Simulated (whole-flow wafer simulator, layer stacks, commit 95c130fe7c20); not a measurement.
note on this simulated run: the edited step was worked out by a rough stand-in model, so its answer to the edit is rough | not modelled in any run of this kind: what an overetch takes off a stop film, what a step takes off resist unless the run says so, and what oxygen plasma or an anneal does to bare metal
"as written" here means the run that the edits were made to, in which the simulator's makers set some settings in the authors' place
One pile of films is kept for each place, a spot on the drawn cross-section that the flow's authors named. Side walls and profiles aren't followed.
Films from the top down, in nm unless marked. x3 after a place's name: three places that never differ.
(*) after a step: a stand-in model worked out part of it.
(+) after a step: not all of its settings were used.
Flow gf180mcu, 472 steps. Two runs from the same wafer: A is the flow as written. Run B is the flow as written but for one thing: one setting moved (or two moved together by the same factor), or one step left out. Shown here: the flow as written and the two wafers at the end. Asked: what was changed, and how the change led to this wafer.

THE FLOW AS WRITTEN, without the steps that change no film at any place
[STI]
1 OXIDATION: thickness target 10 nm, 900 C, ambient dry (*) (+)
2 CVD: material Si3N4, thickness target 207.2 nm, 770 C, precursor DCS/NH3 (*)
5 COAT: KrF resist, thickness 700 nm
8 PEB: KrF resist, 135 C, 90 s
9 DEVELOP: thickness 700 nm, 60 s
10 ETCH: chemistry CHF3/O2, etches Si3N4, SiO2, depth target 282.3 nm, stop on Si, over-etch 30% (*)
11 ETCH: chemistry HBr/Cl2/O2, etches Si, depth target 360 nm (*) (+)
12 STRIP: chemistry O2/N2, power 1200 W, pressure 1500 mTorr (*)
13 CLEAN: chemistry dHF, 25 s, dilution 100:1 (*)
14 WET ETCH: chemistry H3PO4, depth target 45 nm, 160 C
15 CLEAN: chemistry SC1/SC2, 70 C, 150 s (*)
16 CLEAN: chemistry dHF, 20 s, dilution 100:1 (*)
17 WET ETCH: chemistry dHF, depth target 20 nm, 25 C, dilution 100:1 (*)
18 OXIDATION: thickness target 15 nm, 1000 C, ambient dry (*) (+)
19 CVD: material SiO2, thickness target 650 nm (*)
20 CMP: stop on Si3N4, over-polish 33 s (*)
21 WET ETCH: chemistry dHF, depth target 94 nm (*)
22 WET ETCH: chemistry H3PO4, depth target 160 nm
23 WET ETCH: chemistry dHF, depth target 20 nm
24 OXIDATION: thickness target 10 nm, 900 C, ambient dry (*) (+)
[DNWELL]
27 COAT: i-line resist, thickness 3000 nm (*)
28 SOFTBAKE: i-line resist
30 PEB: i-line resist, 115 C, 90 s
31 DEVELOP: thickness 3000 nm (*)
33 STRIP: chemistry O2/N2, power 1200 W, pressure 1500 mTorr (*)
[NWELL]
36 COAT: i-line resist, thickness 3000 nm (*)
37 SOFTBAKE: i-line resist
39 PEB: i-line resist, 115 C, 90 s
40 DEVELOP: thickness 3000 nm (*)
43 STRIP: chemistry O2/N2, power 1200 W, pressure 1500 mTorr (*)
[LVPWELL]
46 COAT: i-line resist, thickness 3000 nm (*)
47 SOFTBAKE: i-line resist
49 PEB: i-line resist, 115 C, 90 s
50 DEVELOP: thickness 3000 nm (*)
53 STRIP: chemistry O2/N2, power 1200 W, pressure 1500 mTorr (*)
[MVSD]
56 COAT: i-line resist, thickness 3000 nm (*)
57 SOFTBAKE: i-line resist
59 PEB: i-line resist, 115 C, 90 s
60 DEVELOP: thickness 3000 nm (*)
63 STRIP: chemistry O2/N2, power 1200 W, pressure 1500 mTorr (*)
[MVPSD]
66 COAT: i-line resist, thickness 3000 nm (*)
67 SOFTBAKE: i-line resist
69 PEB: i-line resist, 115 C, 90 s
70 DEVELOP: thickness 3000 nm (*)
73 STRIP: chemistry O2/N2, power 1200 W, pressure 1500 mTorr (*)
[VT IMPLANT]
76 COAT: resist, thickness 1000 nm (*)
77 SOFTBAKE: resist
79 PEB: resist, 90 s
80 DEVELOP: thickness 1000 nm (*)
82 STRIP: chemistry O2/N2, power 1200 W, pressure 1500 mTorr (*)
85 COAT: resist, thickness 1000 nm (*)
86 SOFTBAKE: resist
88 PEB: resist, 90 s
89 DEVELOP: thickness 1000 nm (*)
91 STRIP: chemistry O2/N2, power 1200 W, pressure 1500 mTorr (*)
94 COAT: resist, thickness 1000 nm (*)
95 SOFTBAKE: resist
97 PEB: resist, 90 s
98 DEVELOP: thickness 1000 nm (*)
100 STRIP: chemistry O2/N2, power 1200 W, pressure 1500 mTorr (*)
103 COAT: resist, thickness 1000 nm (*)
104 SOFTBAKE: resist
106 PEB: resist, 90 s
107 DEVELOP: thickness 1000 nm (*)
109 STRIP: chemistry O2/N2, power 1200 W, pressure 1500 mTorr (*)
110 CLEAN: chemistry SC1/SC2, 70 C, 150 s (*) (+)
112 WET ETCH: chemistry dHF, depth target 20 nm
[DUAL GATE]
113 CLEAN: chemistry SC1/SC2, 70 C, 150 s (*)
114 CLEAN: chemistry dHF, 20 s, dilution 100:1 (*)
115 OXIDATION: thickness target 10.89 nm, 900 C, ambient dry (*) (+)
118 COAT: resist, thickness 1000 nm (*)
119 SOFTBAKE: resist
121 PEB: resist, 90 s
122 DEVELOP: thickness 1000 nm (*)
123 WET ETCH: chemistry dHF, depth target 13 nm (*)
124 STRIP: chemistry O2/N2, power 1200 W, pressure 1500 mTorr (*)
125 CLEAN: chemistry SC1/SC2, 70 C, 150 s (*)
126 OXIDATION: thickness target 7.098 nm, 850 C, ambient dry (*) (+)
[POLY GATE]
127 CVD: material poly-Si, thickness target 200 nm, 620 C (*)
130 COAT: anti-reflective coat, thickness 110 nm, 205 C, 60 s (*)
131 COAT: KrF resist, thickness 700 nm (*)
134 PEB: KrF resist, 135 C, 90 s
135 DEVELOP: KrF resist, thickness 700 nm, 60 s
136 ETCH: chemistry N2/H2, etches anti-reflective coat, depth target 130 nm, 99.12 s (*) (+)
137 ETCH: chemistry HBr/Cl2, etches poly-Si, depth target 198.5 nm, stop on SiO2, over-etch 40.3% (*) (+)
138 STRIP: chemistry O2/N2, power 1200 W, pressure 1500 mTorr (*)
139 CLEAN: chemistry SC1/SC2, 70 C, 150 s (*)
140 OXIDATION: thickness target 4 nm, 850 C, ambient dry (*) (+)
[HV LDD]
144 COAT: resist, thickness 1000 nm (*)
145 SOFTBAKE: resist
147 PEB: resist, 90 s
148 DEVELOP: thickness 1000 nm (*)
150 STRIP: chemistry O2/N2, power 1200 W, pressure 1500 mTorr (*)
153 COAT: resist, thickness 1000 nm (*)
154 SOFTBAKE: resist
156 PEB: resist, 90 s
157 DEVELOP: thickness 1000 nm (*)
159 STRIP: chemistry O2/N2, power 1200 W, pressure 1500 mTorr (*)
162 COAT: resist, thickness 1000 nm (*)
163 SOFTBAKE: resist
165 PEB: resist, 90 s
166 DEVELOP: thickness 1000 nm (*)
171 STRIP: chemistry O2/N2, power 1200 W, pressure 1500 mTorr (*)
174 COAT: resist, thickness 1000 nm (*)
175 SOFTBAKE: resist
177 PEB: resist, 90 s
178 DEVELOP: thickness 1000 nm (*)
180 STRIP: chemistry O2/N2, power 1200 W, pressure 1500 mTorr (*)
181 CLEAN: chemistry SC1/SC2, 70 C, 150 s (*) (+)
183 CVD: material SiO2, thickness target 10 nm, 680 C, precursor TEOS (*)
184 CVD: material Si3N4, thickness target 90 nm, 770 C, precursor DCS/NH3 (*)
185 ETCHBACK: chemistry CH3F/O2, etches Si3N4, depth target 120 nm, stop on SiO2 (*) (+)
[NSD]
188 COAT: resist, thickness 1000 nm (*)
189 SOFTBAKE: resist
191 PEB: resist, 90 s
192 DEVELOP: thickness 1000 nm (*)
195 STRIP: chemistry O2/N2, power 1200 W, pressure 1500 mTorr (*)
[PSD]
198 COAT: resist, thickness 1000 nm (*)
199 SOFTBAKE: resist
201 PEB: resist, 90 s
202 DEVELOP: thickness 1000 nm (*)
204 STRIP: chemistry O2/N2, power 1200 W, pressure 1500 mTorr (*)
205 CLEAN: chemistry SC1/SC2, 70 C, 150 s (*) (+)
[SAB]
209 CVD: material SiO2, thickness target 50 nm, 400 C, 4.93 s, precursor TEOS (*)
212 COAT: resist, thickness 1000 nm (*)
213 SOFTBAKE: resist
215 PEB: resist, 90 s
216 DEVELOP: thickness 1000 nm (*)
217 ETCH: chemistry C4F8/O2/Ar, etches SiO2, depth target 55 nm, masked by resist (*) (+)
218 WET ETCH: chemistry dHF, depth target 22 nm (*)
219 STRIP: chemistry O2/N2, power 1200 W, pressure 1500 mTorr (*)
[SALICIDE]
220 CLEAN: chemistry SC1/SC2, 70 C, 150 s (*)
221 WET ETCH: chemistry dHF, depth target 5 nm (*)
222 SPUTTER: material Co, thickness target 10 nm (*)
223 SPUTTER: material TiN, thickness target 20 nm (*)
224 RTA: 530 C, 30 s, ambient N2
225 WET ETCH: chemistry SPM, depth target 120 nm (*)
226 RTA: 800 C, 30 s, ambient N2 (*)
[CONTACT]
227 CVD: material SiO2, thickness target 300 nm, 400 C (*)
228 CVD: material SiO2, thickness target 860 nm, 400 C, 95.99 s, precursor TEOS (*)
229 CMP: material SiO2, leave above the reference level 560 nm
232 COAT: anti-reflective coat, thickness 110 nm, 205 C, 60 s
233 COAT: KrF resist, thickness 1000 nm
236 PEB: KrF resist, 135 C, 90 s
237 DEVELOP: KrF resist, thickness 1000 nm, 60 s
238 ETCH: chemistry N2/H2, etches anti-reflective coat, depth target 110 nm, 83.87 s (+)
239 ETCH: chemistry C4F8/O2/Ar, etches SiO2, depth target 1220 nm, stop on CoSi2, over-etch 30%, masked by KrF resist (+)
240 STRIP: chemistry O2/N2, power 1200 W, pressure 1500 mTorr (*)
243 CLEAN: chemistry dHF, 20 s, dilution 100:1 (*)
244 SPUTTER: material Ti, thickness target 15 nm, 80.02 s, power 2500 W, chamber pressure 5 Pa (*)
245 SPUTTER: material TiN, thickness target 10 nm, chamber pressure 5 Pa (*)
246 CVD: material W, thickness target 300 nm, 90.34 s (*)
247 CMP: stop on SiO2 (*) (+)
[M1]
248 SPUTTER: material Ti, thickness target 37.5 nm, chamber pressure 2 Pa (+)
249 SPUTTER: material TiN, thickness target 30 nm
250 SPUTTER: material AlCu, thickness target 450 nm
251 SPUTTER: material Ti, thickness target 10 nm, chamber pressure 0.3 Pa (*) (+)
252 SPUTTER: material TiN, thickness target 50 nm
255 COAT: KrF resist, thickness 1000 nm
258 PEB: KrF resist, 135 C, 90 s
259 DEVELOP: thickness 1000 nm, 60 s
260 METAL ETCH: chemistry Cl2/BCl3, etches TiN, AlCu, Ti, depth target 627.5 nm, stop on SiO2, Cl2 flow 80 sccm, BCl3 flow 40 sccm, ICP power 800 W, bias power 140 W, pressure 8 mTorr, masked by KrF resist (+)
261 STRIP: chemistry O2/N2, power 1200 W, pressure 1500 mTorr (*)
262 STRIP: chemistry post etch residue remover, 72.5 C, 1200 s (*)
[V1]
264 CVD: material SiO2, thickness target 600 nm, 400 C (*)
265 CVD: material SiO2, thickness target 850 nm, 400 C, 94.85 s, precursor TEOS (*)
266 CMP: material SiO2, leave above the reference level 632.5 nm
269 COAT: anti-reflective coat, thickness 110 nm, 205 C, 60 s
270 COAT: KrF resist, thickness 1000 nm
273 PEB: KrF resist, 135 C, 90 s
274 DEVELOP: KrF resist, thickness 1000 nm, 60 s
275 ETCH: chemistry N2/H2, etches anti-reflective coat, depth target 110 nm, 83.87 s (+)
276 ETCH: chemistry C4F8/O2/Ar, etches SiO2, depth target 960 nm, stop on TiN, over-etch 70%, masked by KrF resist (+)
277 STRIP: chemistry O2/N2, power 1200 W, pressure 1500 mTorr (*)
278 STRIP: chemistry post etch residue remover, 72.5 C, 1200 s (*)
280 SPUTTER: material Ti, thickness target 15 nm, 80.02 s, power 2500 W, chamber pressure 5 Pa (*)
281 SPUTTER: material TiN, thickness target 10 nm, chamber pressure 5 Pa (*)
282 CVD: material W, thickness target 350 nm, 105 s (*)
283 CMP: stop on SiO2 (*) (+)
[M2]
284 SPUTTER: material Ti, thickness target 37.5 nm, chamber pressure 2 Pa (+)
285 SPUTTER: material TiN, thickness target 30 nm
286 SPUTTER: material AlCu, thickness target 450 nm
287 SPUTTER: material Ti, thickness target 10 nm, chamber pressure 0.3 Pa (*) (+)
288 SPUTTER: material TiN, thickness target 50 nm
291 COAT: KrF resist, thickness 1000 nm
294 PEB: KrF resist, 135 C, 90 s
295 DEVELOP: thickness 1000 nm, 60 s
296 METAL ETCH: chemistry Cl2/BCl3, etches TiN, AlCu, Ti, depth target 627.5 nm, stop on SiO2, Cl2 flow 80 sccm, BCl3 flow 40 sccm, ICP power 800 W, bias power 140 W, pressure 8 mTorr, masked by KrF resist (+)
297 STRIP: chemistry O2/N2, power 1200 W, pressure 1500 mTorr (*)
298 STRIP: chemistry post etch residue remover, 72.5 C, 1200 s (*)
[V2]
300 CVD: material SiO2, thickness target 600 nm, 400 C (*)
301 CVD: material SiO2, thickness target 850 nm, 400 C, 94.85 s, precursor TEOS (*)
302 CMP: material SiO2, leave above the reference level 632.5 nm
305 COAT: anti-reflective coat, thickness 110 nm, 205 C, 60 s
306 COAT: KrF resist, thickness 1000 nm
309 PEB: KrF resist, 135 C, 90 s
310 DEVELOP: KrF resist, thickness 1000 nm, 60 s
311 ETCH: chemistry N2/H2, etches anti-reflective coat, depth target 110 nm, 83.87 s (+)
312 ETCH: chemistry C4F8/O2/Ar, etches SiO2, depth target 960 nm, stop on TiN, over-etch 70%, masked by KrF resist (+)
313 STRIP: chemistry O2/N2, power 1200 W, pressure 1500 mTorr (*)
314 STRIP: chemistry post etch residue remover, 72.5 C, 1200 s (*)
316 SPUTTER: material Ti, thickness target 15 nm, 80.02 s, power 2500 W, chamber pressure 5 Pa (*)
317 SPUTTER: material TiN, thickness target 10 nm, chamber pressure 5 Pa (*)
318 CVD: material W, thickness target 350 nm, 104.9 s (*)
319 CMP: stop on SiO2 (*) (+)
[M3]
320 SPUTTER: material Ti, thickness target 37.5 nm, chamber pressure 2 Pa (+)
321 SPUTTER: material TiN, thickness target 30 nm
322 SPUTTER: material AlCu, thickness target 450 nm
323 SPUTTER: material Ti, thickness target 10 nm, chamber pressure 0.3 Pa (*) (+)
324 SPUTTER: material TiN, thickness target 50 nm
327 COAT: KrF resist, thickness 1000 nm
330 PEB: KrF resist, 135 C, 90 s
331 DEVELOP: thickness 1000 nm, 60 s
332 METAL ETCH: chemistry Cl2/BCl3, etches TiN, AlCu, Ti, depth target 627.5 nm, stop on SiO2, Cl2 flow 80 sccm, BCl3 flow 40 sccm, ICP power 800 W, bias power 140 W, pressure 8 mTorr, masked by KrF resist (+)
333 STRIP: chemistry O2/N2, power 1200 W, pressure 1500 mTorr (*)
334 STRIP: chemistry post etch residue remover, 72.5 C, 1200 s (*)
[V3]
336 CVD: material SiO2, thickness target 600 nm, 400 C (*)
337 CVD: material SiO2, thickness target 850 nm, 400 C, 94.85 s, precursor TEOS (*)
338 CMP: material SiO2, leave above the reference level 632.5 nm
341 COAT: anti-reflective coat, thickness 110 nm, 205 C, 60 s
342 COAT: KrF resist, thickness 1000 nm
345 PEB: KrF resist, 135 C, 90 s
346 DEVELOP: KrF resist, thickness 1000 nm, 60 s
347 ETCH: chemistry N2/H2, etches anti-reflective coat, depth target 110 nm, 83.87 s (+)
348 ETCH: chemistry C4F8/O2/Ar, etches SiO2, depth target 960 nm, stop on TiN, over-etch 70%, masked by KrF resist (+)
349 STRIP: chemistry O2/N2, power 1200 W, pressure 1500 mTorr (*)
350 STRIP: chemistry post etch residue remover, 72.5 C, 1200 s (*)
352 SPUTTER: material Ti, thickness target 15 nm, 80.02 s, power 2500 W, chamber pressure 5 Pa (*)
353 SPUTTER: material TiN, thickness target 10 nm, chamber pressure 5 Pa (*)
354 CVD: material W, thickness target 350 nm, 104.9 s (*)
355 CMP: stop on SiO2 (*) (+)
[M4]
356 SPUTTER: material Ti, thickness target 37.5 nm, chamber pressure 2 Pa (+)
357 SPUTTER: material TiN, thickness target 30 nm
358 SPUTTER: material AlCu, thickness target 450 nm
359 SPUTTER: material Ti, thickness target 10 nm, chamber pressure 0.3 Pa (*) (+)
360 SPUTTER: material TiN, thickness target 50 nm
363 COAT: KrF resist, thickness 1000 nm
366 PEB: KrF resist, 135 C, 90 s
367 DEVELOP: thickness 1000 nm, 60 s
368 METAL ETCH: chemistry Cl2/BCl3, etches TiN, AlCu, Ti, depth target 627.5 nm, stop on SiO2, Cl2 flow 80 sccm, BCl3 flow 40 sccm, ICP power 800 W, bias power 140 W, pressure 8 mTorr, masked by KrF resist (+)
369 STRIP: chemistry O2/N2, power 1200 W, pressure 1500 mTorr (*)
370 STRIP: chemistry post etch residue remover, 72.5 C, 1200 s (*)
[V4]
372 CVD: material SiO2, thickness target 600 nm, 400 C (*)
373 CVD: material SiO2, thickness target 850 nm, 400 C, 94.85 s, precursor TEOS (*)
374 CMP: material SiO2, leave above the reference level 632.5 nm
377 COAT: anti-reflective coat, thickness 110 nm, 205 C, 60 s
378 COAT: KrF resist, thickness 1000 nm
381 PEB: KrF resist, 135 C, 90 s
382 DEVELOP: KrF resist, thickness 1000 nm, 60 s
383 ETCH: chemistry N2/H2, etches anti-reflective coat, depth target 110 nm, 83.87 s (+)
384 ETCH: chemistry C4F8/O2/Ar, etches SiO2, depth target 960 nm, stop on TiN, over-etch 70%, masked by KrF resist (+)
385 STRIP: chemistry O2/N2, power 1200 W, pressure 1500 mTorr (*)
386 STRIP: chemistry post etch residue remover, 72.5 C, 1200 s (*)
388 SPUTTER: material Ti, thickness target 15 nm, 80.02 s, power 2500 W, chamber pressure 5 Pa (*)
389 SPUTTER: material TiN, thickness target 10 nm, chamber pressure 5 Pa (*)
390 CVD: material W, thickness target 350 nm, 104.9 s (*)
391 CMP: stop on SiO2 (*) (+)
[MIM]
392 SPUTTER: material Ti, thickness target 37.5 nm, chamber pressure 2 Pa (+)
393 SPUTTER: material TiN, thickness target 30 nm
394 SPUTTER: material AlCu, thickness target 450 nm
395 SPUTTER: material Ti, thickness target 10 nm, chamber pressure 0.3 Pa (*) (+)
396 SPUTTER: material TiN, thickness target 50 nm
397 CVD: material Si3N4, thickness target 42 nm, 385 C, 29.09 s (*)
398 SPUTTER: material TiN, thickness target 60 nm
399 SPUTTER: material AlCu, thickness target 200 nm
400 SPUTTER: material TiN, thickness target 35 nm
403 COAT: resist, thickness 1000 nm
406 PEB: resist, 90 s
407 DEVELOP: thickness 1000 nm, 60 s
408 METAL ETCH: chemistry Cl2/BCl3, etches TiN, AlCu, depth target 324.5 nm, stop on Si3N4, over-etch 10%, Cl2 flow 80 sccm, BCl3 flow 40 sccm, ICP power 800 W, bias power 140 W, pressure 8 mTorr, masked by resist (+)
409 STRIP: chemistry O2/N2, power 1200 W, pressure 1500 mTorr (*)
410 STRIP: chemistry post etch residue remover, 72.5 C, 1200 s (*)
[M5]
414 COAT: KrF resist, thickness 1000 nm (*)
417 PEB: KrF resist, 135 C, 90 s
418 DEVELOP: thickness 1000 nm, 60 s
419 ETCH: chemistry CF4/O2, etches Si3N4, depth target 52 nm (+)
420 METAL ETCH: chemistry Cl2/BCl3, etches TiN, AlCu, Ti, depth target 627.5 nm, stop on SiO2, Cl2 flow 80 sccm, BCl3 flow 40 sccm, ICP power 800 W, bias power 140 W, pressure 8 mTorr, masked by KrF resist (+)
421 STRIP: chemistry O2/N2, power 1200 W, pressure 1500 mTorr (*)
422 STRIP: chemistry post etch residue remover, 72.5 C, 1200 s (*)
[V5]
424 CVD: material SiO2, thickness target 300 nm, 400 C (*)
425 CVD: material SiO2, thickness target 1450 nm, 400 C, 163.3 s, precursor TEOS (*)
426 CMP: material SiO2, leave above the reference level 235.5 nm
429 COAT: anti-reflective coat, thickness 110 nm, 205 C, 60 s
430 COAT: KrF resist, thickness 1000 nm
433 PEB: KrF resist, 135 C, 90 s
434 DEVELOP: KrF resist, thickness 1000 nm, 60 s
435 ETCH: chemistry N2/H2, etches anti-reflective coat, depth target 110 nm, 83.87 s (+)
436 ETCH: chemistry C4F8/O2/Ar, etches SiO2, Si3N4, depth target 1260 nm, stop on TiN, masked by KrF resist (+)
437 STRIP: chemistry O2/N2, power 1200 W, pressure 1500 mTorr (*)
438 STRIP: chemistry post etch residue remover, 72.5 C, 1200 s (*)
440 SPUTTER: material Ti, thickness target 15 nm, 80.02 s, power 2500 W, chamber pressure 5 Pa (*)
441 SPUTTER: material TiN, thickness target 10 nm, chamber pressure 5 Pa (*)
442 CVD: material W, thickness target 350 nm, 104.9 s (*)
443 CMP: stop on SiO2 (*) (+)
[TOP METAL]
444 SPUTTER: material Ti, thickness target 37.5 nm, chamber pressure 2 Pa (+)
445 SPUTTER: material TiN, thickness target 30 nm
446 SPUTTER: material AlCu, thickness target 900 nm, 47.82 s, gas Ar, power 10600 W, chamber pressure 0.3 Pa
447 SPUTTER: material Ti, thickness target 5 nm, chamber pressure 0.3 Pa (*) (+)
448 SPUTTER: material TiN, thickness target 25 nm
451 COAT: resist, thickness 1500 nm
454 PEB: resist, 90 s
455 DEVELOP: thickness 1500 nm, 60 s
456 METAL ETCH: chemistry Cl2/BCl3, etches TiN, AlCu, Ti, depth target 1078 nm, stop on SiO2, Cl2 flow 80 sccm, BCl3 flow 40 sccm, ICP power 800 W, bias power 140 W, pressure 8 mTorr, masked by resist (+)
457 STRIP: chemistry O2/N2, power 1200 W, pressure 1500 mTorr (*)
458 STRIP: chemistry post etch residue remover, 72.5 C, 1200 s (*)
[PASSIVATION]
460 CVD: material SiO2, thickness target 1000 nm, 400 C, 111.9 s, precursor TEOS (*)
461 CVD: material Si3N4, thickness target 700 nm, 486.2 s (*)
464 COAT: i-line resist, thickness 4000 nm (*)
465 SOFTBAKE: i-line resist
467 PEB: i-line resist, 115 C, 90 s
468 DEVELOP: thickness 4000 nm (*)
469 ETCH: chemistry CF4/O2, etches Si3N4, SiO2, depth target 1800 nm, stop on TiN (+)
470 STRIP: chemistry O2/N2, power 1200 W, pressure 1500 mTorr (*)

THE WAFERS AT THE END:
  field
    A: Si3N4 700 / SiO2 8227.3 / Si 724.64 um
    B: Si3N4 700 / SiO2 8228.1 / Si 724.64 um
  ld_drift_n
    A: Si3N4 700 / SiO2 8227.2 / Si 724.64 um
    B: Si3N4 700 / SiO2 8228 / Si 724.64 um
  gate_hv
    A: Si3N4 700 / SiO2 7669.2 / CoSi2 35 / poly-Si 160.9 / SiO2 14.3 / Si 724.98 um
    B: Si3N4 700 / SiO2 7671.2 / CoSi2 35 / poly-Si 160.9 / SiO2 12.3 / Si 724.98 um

The cause: step 115, OXIDATION: thickness target 8.709 nm was run, where the flow has thickness target 10.89 nm.

How the change led to this, step by step:
  115 OXIDATION: thickness target 10.89 nm, 900 C, ambient dry (*) (+)
      active, n_well, p_well and 40 more: A SiO2 +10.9 (new film), Si -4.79 | B SiO2 +8.71 (new film), Si -3.83
  123 WET ETCH: chemistry dHF, depth target 13 nm (*)
      active, n_well, p_well and 12 more: A SiO2 -10.9 (all of it) | B SiO2 -8.71 (all of it)
  189 SOFTBAKE: resist
      nw_enc_fld_lv__w3: A resist +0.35 | B resist -0.5
      active_hv: A resist +0.78 | B resist +0.19
      (and at 1 more place)
  199 SOFTBAKE: resist
      nw_enc_fld_lv__w3: A resist +0.35 | B resist -0.5
      active_hv: A resist +0.78 | B resist +0.19
      (and at 1 more place)
  218 WET ETCH: chemistry dHF, depth target 22 nm (*)
      ldn_tap, ldn_src, ldn_drn, ldp_tap, ldp_src, ldp_drn, ldp_gr: A SiO2 -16 (all of it) | B SiO2 -14.1 (all of it)
      ld_drn_n, ld_sd_p: A SiO2 -14.8 (all of it) | B SiO2 -12.9 (all of it)
      (and at 5 more places)
  223 SPUTTER: material TiN, thickness target 20 nm (*)
      field__w12: A TiN +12 (new film) | B TiN +12.6 (new film)
  225 WET ETCH: chemistry SPM, depth target 120 nm (*)
      field__w12: A TiN -12 (all of it), Co -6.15 (all of it) | B TiN -12.6 (all of it), Co -6.15 (all of it)
